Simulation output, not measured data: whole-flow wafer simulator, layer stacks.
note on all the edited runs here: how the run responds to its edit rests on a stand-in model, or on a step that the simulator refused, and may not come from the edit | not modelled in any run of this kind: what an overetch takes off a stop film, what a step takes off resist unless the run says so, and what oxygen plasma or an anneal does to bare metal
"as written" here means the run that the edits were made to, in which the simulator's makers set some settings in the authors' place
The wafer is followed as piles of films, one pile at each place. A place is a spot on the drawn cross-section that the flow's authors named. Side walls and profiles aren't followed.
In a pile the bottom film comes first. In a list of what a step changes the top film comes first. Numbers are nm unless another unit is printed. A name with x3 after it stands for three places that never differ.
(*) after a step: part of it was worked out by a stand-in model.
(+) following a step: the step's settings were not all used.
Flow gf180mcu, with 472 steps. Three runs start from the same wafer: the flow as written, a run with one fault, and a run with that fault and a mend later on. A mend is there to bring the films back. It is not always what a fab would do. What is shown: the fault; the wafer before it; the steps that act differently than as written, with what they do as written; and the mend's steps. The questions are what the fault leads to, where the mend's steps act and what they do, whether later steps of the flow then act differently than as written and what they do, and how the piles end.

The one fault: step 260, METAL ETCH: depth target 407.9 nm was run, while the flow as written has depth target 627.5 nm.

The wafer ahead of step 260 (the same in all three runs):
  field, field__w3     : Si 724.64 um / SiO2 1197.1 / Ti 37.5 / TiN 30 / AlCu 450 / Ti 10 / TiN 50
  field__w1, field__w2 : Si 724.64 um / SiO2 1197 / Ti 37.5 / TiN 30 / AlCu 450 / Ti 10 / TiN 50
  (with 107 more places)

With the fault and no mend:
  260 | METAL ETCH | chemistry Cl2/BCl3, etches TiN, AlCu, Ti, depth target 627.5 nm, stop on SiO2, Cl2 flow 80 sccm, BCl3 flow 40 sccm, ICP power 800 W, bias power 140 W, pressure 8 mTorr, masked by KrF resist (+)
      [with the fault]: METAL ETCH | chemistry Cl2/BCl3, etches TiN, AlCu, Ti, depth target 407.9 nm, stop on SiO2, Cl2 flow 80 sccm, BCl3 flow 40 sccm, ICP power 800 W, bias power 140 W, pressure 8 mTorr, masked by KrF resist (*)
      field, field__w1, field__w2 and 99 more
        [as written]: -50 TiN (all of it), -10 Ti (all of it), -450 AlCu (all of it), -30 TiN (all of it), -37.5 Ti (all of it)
        [with the fault]: -50 TiN (all of it), -10 Ti (all of it), -347.9 AlCu
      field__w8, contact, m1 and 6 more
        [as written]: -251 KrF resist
        [with the fault]: -163.2 KrF resist
  Steps later in the flow that act otherwise than as written:
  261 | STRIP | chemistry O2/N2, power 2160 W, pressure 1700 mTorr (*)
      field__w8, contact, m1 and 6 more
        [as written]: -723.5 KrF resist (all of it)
        [with the fault]: -811.4 KrF resist (all of it)
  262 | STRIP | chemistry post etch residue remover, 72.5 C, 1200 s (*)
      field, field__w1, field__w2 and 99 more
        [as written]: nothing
        [with the fault]: -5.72 AlCu
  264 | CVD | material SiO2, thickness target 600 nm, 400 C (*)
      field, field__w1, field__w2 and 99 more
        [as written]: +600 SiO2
        [with the fault]: +600 SiO2 (new film)
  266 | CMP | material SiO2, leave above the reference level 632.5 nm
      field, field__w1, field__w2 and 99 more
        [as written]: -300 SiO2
        [with the fault]: -463.9 SiO2
  At field, field__w1, field__w2 and 100 more, the piles at the end differ from the flow's by more than 2% or 0.5 nm, whichever is larger.
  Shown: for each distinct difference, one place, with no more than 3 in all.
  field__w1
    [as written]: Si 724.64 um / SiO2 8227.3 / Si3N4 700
    [with the fault]: Si 724.64 um / SiO2 1197 / Ti 37.5 / TiN 30 / AlCu 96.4 / SiO2 6866.4 / Si3N4 700
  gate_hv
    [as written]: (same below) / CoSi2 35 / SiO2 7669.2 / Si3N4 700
    [with the fault]: (same below) / CoSi2 35 / SiO2 638.9 / Ti 37.5 / TiN 30 / AlCu 96.4 / SiO2 6866.4 / Si3N4 700
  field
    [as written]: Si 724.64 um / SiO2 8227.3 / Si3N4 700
    [with the fault]: Si 724.64 um / SiO2 1197.1 / Ti 37.5 / TiN 30 / AlCu 96.4 / SiO2 6866.4 / Si3N4 700

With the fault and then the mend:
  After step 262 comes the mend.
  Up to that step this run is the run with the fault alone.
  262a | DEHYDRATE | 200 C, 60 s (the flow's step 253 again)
      leaves every film unchanged at each place that is followed
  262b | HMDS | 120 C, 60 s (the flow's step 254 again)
      leaves every film unchanged at each place that is followed
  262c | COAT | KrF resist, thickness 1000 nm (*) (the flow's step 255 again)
      iso_ptap_pw, iso_ntap_nw, iso_nw_fld and 33 more
        +1000 KrF resist (new film)
      field__w5, field__w9, field_sub and 13 more
        +1002.7 KrF resist (new film)
      field_sub__w2, field_sub__w4, ld_drn_n and 9 more
        +1002.6 KrF resist (new film)
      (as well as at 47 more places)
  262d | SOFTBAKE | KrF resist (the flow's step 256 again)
      leaves every film unchanged at each place that is followed
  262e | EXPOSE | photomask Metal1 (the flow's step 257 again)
      leaves every film unchanged at each place that is followed
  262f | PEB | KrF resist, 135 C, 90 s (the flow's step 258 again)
      field__w1, field__w2, field__w3 and 56 more
        -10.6 KrF resist
      iso_ptap_pw, iso_ntap_nw, iso_nw_fld and 33 more
        -10.5 KrF resist
      gate_hv, sd_p, nw_sep_fld
        -10.7 KrF resist
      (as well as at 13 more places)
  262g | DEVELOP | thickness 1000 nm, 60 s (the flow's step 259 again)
      iso_ptap_pw, iso_ntap_nw, iso_nw_fld and 33 more
        -989.5 KrF resist (all of it)
      field__w2, field__w3, field__w12 and 12 more
        -992.2 KrF resist (all of it)
      field_sub__w2, field_sub__w4, ld_drn_n and 7 more
        -992 KrF resist (all of it)
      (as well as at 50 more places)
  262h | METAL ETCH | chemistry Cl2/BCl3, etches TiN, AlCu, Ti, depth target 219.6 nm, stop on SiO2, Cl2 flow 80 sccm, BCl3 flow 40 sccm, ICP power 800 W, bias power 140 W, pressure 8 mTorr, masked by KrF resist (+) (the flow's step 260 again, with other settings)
      field, field__w1, field__w2 and 99 more
        -96.4 AlCu (all of it), -30 TiN (all of it), -37.5 Ti (all of it)
      field__w8, contact, m1 and 6 more
        -87.8 KrF resist
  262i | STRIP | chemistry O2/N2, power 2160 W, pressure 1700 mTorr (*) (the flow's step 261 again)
      field__w8
        -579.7 KrF resist (all of it)
      contact
        -577.7 KrF resist (all of it)
      m1
        -580.1 KrF resist (all of it)
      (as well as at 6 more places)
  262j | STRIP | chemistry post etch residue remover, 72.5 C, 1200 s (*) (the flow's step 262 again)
      field__w8, contact, m1 and 6 more
        -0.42 TiN
  Later steps of the flow that are run all act as written at every place that is followed, up to a difference of at most 2% or 0.5 nm, whichever is larger.
  When the end is reached, the piles differ only a little from the flow's at the places that both follow, at most by 2% or 0.5 nm, whichever is larger.
